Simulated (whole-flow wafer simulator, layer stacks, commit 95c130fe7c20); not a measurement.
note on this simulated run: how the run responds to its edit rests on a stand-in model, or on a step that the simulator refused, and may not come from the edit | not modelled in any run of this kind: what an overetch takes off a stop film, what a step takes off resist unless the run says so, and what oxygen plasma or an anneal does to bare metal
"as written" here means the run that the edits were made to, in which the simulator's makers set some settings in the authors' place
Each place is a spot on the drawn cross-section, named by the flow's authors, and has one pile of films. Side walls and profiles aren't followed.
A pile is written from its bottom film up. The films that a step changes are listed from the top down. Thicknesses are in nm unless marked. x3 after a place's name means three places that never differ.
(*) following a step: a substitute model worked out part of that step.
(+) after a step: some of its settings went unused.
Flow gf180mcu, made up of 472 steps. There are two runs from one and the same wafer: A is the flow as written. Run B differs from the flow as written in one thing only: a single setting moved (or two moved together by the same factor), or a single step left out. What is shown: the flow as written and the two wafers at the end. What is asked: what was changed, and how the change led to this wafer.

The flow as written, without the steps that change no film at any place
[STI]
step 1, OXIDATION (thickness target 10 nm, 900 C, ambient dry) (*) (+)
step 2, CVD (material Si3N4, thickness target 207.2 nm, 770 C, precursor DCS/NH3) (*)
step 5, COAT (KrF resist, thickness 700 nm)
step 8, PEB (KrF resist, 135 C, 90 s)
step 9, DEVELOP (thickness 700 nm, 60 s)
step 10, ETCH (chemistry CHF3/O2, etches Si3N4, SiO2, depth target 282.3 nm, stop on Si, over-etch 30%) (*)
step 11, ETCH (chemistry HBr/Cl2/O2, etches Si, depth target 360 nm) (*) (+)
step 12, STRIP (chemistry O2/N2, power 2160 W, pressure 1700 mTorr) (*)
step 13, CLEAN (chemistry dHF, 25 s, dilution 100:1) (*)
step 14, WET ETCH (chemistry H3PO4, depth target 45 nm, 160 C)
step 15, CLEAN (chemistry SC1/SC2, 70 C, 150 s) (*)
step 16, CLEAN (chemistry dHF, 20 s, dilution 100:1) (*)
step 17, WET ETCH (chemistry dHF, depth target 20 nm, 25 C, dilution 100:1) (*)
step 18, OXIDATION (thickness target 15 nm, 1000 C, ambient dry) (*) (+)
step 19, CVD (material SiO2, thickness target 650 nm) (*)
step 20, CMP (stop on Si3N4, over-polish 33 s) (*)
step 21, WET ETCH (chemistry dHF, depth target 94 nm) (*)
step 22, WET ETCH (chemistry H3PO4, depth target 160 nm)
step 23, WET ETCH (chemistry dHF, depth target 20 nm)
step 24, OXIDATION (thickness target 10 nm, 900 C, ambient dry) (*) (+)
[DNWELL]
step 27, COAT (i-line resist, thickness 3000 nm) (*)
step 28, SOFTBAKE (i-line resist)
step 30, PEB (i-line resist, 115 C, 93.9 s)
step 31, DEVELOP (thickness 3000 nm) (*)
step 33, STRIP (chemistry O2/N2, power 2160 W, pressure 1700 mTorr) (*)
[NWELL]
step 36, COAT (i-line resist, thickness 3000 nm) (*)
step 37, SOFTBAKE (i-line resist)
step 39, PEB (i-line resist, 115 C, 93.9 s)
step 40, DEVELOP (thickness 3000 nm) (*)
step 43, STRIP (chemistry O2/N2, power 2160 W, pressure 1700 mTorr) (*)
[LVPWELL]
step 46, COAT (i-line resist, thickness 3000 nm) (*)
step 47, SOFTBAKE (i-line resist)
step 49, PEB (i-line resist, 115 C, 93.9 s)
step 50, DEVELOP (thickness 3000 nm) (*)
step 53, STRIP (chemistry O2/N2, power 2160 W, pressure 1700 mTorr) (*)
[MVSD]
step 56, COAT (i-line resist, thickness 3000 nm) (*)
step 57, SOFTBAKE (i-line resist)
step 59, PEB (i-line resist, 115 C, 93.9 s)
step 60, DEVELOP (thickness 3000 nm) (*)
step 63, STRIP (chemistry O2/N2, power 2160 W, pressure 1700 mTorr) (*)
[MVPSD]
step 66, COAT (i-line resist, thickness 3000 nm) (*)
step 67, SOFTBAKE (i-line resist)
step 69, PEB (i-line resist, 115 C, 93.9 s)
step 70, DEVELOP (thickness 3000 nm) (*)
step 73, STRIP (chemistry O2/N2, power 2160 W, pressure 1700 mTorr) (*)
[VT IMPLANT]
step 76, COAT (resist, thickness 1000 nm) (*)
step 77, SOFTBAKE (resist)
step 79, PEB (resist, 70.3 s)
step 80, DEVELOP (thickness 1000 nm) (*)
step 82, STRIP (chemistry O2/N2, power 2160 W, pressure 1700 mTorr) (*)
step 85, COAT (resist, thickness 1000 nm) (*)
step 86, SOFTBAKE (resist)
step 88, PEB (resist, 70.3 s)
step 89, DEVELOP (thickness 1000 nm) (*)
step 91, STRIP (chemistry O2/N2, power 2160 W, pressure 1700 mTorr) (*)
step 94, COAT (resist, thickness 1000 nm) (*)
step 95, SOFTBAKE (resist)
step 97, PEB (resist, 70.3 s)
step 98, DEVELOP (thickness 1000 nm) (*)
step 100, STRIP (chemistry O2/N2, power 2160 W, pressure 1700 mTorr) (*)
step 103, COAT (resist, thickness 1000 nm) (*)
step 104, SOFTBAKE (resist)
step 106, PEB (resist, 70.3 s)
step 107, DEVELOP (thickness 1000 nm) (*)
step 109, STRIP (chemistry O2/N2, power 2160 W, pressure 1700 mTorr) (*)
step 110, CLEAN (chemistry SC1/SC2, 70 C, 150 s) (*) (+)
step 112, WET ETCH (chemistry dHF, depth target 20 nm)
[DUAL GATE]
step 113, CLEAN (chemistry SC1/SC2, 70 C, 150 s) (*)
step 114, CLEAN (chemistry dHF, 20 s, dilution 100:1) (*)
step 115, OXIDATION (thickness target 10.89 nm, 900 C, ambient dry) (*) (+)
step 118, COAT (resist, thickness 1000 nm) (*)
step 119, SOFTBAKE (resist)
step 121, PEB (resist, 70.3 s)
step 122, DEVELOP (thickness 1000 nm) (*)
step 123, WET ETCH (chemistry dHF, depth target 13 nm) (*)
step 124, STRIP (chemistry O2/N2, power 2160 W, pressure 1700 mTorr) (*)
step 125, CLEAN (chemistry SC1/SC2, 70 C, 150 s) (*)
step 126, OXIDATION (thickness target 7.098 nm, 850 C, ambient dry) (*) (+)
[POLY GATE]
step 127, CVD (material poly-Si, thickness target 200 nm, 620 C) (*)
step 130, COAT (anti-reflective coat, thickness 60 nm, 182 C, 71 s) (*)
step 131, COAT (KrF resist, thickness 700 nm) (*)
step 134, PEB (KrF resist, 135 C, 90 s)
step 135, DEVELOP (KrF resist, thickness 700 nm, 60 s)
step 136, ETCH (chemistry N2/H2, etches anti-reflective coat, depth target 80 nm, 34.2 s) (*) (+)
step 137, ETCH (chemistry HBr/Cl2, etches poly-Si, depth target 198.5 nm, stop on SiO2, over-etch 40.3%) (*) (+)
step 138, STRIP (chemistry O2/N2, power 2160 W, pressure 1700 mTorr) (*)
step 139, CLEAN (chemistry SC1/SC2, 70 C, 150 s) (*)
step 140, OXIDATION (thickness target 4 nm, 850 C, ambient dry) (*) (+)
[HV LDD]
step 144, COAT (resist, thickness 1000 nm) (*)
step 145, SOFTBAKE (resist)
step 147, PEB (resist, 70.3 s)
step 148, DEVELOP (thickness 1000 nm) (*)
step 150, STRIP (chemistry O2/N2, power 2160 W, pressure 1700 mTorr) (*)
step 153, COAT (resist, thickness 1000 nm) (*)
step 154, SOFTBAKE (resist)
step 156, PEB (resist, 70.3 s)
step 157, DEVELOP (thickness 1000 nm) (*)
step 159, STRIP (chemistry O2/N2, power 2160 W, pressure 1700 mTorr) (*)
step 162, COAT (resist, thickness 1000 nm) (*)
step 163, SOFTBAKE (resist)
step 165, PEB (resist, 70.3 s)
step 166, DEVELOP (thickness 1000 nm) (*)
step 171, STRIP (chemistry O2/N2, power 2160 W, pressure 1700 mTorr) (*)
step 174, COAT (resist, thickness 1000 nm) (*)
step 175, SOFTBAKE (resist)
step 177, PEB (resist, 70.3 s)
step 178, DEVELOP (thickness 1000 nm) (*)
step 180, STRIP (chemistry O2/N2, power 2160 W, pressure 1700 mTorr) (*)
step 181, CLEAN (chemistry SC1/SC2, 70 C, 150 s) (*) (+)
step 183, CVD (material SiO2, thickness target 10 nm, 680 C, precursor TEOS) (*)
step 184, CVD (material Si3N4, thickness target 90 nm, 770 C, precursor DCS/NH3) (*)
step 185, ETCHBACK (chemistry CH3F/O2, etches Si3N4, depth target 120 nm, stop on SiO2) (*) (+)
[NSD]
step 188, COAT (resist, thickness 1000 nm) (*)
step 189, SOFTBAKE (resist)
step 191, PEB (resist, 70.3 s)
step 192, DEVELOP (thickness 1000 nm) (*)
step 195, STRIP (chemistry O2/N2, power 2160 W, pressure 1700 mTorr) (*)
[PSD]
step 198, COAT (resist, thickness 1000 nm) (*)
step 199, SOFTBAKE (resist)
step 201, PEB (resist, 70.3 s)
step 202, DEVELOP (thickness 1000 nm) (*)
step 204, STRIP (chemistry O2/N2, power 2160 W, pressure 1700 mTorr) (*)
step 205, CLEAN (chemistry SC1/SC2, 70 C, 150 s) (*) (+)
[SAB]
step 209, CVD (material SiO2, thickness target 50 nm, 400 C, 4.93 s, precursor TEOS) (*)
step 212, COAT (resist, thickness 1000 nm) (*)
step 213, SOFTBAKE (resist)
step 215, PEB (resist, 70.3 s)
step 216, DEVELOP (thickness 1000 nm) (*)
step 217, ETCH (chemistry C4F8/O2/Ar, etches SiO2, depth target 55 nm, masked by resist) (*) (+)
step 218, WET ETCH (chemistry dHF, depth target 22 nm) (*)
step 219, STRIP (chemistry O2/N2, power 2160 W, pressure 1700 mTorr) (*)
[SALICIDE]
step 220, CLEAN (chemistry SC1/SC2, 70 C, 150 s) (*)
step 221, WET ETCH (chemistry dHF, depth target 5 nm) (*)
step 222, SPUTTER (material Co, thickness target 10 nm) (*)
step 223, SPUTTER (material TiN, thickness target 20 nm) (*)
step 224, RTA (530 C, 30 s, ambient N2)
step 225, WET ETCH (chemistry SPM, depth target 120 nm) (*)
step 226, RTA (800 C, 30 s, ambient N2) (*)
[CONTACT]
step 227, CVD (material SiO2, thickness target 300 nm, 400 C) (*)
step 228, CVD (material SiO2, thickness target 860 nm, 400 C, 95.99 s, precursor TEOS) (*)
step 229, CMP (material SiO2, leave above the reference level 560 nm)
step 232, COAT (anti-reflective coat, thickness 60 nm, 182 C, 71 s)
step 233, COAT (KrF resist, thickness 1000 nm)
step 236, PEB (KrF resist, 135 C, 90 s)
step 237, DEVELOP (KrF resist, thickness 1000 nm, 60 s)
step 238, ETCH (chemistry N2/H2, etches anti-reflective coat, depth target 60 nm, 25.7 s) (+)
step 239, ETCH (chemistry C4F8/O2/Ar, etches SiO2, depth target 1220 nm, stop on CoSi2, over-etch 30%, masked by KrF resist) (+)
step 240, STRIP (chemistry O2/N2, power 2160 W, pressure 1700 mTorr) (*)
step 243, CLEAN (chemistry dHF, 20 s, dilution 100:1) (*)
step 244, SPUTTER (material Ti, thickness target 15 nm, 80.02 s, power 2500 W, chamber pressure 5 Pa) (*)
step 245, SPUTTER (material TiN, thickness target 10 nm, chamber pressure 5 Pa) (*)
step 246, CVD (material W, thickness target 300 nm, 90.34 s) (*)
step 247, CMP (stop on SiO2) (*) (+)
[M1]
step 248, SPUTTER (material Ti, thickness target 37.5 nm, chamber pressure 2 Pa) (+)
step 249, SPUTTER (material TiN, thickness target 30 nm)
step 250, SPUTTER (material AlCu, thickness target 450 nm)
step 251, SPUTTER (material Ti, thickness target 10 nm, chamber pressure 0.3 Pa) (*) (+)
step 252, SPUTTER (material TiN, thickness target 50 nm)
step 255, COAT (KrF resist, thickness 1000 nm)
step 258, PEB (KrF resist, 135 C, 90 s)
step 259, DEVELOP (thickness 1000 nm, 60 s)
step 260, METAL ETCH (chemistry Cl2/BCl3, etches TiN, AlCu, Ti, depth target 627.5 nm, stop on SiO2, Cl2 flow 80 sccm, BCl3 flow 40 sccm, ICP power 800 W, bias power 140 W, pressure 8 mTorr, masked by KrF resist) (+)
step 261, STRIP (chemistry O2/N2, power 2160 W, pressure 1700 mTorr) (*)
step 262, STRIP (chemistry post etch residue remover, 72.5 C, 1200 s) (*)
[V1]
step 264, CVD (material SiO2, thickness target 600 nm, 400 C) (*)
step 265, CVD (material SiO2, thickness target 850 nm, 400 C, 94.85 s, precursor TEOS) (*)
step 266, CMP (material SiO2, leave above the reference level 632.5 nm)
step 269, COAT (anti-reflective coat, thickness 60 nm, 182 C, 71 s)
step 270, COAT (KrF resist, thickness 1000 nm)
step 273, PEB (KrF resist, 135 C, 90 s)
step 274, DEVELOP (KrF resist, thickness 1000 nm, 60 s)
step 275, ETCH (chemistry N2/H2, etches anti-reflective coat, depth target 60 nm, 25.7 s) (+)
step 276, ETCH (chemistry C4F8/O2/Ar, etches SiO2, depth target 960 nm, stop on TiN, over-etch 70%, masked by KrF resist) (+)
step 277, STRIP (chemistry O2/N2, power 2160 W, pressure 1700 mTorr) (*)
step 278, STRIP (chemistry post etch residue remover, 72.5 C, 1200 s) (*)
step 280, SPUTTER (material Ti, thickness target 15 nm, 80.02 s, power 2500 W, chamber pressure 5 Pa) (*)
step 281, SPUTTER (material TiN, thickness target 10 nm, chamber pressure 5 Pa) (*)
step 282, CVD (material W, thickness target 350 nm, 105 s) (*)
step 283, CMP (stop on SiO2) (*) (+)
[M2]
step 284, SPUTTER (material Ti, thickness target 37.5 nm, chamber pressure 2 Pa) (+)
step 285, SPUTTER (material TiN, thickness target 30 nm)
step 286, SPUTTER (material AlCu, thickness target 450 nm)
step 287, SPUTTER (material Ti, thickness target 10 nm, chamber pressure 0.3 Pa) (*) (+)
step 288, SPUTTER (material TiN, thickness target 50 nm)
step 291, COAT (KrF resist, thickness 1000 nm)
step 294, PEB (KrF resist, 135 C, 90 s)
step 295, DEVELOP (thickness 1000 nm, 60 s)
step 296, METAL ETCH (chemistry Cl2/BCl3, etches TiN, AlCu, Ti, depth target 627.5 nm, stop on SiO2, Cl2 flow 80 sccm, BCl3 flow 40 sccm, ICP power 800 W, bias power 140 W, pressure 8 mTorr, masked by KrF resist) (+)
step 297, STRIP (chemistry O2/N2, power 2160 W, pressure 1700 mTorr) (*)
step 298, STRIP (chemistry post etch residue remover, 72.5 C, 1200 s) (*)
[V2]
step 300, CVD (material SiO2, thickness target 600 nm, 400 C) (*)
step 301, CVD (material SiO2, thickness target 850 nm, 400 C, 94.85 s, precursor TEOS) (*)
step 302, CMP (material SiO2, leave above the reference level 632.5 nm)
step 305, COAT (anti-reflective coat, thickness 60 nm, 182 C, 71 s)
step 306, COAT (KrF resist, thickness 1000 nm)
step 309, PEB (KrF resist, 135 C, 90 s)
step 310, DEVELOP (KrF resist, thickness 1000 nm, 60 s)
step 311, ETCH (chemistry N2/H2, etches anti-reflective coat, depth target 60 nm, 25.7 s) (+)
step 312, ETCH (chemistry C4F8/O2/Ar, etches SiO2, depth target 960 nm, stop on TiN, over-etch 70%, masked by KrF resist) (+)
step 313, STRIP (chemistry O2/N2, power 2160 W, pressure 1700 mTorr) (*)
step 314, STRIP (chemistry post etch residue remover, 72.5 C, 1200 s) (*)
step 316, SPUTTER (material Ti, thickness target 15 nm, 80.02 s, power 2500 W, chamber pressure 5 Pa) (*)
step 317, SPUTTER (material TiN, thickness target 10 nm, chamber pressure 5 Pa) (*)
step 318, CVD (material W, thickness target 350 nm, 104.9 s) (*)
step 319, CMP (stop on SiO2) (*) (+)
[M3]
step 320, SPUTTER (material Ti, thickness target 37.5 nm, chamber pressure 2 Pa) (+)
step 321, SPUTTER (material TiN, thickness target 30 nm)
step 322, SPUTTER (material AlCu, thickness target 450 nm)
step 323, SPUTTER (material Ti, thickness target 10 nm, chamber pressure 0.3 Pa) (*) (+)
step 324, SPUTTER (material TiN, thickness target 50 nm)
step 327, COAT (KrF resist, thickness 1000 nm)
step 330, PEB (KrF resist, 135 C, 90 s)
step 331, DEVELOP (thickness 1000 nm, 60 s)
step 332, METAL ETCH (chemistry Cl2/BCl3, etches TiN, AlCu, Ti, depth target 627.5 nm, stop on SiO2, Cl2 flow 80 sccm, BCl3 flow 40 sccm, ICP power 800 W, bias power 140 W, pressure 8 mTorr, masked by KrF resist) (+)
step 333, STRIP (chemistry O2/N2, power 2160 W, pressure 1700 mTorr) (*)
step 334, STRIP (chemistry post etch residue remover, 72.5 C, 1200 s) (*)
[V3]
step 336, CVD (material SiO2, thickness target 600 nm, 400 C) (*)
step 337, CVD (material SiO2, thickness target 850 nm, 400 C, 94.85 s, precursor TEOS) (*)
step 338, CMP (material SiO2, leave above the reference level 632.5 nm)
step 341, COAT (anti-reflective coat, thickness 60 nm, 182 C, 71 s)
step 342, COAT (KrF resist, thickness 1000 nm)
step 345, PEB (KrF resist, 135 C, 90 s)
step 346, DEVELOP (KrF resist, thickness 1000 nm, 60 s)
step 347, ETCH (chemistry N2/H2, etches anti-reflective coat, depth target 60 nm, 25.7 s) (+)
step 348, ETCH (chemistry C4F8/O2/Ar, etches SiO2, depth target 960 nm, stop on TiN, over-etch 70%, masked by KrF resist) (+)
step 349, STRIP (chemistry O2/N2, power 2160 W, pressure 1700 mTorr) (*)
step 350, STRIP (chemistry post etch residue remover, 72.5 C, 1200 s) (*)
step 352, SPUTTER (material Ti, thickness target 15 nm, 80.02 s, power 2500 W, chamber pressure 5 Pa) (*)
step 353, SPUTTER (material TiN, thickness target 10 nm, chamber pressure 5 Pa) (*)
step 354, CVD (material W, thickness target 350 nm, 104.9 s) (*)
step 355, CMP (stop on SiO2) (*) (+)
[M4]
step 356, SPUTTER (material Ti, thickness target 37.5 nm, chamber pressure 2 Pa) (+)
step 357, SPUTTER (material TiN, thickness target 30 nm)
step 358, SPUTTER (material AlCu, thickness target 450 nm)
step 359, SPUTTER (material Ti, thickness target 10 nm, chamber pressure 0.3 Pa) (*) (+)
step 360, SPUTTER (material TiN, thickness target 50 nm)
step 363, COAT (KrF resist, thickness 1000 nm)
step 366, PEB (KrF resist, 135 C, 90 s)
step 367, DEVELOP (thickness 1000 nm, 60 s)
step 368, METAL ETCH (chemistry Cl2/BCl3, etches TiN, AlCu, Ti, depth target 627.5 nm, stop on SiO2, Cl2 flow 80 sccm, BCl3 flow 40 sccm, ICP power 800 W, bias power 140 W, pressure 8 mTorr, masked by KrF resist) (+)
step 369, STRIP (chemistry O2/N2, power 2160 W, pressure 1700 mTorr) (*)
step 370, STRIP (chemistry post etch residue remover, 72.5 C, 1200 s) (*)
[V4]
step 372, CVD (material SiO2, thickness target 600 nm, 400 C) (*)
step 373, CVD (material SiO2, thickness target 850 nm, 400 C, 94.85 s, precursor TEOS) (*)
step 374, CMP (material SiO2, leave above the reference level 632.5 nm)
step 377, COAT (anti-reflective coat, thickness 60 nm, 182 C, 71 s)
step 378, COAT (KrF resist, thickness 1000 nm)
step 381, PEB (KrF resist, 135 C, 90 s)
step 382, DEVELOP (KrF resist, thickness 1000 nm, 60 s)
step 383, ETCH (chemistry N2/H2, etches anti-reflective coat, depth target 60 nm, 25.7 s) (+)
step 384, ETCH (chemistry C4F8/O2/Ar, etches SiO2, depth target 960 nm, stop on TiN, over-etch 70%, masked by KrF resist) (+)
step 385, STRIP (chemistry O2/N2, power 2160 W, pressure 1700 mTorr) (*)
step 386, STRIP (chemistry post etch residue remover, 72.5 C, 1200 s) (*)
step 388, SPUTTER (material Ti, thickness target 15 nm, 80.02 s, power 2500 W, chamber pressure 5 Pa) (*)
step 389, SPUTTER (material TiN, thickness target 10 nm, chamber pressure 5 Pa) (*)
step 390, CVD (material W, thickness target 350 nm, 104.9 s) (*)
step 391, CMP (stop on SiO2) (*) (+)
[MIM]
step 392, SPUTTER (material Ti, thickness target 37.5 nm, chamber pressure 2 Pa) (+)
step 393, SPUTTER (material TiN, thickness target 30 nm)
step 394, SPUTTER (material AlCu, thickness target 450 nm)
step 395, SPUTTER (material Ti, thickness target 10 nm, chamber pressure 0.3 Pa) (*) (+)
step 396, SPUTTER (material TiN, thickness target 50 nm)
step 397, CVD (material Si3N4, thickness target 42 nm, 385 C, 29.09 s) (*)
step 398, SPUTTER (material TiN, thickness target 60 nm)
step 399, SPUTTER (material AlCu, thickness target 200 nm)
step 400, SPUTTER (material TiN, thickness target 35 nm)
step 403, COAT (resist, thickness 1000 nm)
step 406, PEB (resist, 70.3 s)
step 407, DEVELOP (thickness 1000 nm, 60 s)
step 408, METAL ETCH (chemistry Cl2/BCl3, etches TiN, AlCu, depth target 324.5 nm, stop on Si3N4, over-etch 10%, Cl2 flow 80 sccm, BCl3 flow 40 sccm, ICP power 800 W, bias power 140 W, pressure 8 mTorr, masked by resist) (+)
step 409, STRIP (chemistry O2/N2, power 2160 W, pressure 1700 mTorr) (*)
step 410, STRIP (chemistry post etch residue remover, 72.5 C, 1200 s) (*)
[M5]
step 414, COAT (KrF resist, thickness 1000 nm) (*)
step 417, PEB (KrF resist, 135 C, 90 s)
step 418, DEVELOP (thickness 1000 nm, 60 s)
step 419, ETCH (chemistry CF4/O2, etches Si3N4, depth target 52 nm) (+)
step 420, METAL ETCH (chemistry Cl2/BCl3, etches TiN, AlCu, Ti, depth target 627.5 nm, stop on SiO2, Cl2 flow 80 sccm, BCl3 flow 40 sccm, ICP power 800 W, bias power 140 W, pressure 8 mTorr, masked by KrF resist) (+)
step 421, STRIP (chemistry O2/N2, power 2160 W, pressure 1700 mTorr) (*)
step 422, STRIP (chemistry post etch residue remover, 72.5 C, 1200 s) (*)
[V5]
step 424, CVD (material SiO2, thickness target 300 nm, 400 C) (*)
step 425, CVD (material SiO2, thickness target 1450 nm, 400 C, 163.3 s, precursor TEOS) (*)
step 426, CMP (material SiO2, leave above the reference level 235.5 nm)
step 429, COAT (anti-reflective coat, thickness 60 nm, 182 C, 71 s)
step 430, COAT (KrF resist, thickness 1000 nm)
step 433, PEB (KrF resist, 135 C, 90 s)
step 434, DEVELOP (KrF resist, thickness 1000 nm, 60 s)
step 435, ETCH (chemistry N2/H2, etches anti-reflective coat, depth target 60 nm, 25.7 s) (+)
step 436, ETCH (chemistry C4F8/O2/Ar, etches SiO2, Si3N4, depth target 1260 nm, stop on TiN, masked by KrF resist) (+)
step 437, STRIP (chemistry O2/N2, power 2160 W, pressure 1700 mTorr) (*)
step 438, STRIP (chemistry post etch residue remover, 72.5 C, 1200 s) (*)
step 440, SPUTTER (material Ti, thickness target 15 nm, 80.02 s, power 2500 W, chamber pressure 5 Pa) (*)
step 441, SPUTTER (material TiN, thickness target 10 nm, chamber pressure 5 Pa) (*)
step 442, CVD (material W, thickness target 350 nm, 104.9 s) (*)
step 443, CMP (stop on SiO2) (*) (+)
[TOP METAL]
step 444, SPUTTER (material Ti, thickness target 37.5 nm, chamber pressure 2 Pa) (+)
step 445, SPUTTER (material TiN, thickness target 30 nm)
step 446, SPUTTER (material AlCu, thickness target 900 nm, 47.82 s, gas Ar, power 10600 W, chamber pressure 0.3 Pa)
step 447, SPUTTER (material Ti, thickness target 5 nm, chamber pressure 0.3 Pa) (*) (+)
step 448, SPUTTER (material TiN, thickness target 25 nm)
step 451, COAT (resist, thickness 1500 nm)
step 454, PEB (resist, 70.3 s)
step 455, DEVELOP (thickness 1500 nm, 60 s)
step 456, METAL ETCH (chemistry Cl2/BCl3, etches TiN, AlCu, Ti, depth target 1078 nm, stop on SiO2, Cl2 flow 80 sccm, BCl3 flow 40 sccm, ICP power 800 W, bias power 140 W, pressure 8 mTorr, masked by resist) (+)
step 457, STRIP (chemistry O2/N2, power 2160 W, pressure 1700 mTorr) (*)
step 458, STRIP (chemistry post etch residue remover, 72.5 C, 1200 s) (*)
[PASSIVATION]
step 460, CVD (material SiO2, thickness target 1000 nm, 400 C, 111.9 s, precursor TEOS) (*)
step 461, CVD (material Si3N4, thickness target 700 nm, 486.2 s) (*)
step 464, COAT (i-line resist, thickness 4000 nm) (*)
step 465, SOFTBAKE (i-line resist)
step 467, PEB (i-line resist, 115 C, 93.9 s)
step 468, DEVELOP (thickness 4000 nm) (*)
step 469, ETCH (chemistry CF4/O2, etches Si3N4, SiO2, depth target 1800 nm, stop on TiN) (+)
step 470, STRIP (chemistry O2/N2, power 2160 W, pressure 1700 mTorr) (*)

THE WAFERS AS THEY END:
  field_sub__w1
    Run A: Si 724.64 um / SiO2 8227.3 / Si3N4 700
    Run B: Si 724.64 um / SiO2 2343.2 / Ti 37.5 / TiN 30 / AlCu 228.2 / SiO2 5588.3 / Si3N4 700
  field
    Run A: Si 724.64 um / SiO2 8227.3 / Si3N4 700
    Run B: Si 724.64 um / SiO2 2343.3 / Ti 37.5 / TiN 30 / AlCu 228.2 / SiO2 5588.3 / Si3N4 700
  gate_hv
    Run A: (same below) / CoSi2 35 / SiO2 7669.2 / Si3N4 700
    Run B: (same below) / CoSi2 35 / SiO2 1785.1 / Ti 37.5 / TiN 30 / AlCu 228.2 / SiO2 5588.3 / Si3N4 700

The reason: step 296, METAL ETCH: depth target 276.1 nm was run, while the flow as written has depth target 627.5 nm.

How this came from the change, step by step:
  step 296, METAL ETCH (chemistry Cl2/BCl3, etches TiN, AlCu, Ti, depth target 627.5 nm, stop on SiO2, Cl2 flow 80 sccm, BCl3 flow 40 sccm, ICP power 800 W, bias power 140 W, pressure 8 mTorr, masked by KrF resist) (+)
      field, field__w1, field__w2 and 103 more: A -50 TiN (all of it), -10 Ti (all of it), -450 AlCu (all of it), -30 TiN (all of it), -37.5 Ti (all of it) | B -50 TiN (all of it), -10 Ti (all of it), -216.1 AlCu
      field__w8, contact, m1, m1__w1, m1_nw: A -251 KrF resist | B -110.4 KrF resist
  step 297, STRIP (chemistry O2/N2, power 2160 W, pressure 1700 mTorr) (*)
      field__w8, contact, m1, m1__w1, m1_nw: A -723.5 KrF resist (all of it) | B -864.1 KrF resist (all of it)
  step 298, STRIP (chemistry post etch residue remover, 72.5 C, 1200 s) (*)
      field, field__w1, field__w2 and 103 more: A nothing | B -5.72 AlCu
  step 300, CVD (material SiO2, thickness target 600 nm, 400 C) (*)
      field, field__w1, field__w2 and 103 more: A +600 SiO2 | B +600 SiO2 (new film)
  step 302, CMP (material SiO2, leave above the reference level 632.5 nm)
      field, field__w1, field__w2 and 103 more: A -300 SiO2 | B -595.7 SiO2
Taking metal films that touch as one body, field_sub__w1 has 1 body; the flow as written gives 0 bodies.
Taking metal films that touch as one body, field has 1 body; the flow as written gives 0 bodies.
Taking metal films that touch as one body, gate_hv has 2 bodies (between them, from the top down: SiO2 1785.1); the flow as written gives 1 body.
